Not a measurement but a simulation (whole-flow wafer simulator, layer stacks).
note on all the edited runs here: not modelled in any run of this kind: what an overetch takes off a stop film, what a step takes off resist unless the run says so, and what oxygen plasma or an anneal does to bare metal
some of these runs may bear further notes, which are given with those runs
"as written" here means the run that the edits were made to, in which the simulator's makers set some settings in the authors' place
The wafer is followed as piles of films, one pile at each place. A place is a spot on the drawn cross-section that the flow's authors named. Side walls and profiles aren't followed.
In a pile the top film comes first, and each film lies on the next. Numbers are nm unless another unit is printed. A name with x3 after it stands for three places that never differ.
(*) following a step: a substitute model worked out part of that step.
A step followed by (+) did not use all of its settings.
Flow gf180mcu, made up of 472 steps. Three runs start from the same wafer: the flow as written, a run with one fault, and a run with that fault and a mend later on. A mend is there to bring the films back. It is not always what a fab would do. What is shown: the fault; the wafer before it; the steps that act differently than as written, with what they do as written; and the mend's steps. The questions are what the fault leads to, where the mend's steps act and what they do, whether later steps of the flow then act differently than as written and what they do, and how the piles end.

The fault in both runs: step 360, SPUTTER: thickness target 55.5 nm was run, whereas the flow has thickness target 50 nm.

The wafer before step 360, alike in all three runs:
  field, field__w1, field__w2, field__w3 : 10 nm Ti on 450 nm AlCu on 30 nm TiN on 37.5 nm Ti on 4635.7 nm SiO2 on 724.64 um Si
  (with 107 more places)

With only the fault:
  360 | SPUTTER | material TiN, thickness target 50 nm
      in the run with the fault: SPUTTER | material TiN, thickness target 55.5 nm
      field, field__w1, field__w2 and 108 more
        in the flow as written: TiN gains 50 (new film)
        in the run with the fault: TiN gains 55.5 (new film)
  Later steps of the flow acting differently than as written (not shown: 5 more steps that differ only slightly, by at most 2% or 0.5 nm, whichever is larger):
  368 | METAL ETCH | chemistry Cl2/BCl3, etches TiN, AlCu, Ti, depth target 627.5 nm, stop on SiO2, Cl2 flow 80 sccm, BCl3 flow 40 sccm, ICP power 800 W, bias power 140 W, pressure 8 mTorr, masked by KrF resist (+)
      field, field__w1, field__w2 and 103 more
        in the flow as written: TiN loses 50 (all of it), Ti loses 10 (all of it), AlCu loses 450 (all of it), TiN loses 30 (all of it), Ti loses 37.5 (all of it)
        in the run with the fault: TiN loses 55.5 (all of it), Ti loses 10 (all of it), AlCu loses 450 (all of it), TiN loses 30 (all of it), Ti loses 37.5 (all of it)
  By the end, the piles at field__w8, contact, m1, m1__w1, m1_nw depart from the flow's by more than 2% or 0.5 nm, whichever is larger.
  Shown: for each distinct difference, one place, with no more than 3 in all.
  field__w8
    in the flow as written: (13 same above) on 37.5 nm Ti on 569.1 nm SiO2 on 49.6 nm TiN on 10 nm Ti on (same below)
    in the run with the fault: (13 same above) on 37.5 nm Ti on 563.6 nm SiO2 on 55.1 nm TiN on 10 nm Ti on (same below)
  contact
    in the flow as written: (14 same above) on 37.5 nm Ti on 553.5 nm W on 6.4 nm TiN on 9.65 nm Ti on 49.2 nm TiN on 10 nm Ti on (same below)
    in the run with the fault: (14 same above) on 37.5 nm Ti on 547.9 nm W on 6.42 nm TiN on 9.68 nm Ti on 54.7 nm TiN on 10 nm Ti on (same below)

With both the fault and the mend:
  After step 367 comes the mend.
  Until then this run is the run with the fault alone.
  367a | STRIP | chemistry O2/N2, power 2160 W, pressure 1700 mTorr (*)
      field__w8, contact, m1, m1__w1, m1_nw
        KrF resist loses 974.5 (all of it)
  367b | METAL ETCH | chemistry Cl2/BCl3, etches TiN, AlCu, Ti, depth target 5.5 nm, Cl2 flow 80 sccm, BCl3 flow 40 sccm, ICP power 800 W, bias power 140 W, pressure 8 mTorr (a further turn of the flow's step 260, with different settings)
      field, field__w1, field__w2 and 108 more
        TiN loses 5.5
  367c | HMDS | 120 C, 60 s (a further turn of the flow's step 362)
      leaves every film unchanged at each place that is followed
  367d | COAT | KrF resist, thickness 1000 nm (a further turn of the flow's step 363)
      field, field__w1, field__w2 and 108 more
        KrF resist gains 1000 (new film)
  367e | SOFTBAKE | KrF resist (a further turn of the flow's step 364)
      leaves every film unchanged at each place that is followed
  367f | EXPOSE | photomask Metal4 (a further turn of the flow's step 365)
      leaves every film unchanged at each place that is followed
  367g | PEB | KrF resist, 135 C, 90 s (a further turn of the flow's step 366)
      field, field__w1, field__w2 and 108 more
        KrF resist loses 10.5
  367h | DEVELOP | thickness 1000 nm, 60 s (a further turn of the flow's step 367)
      field, field__w1, field__w2 and 103 more
        KrF resist loses 989.5 (all of it)
      field__w8, contact, m1, m1__w1, m1_nw
        KrF resist loses 14.9
  Later steps of the flow that are run all act as written at every place that is followed.
  At every place that both follow, the piles at the end match the flow's.
